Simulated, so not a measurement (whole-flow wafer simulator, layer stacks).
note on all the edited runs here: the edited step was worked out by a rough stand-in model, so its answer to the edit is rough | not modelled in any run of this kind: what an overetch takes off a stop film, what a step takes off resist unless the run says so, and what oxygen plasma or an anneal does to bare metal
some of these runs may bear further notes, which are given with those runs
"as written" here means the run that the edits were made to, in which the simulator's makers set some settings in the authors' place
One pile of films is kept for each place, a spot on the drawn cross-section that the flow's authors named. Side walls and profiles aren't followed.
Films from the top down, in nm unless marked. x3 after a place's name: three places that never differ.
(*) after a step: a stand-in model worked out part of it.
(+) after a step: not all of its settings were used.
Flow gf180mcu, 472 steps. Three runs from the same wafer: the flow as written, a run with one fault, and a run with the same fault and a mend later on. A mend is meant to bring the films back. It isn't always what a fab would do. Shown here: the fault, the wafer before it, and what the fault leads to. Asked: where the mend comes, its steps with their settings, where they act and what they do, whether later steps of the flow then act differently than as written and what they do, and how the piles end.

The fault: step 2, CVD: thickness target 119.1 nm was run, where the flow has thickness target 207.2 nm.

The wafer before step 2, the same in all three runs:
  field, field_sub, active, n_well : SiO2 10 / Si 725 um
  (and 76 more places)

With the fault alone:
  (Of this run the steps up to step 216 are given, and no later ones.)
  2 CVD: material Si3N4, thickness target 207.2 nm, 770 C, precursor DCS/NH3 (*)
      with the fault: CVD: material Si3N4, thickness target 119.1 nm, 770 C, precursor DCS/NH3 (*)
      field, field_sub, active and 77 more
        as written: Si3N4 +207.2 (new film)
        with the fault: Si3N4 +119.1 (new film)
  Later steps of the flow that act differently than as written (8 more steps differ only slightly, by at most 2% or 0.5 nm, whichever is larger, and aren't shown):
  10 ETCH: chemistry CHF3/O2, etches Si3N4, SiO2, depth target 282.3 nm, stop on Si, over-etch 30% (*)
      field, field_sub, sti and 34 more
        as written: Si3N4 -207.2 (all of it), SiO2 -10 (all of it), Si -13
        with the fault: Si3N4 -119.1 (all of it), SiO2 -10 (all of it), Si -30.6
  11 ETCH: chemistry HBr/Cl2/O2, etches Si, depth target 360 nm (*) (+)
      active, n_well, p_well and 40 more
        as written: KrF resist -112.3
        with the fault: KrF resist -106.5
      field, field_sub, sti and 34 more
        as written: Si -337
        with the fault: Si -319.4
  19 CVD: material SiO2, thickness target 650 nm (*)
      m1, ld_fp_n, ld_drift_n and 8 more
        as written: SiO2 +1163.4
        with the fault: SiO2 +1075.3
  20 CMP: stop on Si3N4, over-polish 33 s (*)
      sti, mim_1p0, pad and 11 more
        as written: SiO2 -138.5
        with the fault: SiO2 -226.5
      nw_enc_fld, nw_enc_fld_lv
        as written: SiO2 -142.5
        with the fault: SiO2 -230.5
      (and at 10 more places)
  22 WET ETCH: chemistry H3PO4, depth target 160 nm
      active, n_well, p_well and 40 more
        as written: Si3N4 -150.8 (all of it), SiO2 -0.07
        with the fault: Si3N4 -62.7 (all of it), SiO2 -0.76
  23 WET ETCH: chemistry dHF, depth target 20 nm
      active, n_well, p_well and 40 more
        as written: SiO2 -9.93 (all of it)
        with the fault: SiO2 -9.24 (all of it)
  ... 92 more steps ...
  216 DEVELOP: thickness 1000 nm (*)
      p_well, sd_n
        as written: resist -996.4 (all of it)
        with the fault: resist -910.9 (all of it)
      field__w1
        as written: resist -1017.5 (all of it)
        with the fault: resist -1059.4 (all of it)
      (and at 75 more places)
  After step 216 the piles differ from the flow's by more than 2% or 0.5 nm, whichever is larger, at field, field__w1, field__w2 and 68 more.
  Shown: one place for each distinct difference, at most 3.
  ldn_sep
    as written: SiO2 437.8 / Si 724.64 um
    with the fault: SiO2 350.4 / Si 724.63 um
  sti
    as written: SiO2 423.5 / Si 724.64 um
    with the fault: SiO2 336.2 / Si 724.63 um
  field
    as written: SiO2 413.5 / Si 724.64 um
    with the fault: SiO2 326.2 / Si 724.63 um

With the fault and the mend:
  The mend comes after step 2.
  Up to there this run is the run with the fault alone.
  2a CVD: material Si3N4, thickness target 88.04 nm, 770 C, precursor DCS/NH3 (*) (the flow's step 2 once more, with other settings)
      field, field_sub, active and 77 more
        Si3N4 +88
  No later step of the flow acts differently than as written at any place that is followed.
  At the end the piles are the same as the flow's at every place that both follow.
